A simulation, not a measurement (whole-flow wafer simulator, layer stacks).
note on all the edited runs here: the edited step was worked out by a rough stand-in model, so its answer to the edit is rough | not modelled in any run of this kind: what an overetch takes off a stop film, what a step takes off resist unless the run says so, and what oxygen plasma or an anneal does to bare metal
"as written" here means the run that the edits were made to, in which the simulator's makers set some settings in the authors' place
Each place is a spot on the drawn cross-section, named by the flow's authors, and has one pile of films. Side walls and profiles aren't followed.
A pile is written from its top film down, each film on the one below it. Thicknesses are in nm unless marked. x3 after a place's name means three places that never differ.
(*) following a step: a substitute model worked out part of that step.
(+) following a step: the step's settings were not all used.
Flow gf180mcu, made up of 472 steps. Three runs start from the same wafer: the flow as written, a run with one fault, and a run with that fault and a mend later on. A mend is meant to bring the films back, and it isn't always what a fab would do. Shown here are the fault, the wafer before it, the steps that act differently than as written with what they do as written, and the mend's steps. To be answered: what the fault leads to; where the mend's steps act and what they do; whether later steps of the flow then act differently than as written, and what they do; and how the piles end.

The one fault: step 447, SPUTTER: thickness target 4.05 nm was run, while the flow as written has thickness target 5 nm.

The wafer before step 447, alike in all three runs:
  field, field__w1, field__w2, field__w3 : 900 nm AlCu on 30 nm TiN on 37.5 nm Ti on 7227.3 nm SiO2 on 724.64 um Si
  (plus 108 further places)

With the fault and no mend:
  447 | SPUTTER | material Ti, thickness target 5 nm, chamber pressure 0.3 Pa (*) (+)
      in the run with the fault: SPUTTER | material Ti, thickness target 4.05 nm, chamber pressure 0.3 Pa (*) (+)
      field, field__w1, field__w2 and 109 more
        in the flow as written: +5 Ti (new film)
        in the run with the fault: +4.05 Ti (new film)
  Steps further on in the flow that do not act as written (4 more steps, not shown, differ only slightly: by at most 2% or 0.5 nm, whichever is larger):
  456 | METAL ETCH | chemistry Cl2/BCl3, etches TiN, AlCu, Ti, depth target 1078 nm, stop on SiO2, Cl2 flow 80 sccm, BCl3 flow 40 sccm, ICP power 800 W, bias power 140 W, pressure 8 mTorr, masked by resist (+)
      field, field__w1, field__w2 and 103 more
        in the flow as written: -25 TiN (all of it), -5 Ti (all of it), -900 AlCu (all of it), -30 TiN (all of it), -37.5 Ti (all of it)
        in the run with the fault: -25 TiN (all of it), -4.05 Ti (all of it), -900 AlCu (all of it), -30 TiN (all of it), -37.5 Ti (all of it)
  At field__w8, contact, m1, m1__w1, pad, m1_nw, the piles at the end differ from the flow's by more than 2% or 0.5 nm, whichever is larger.
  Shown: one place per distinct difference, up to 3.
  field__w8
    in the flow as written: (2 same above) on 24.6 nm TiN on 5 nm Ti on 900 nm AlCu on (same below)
    in the run with the fault: (2 same above) on 24.6 nm TiN on 4.05 nm Ti on 900 nm AlCu on (same below)
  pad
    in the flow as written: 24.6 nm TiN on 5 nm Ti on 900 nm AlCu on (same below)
    in the run with the fault: 24.6 nm TiN on 4.05 nm Ti on 900 nm AlCu on (same below)

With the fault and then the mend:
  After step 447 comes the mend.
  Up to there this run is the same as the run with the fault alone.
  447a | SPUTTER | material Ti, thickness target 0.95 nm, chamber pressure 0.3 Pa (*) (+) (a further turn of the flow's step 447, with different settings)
      field, field__w1, field__w2 and 109 more
        +0.95 Ti
  Later steps of the flow that are run all act as written at every place that is followed.
  By the end, the piles equal the flow's at every place that both follow.
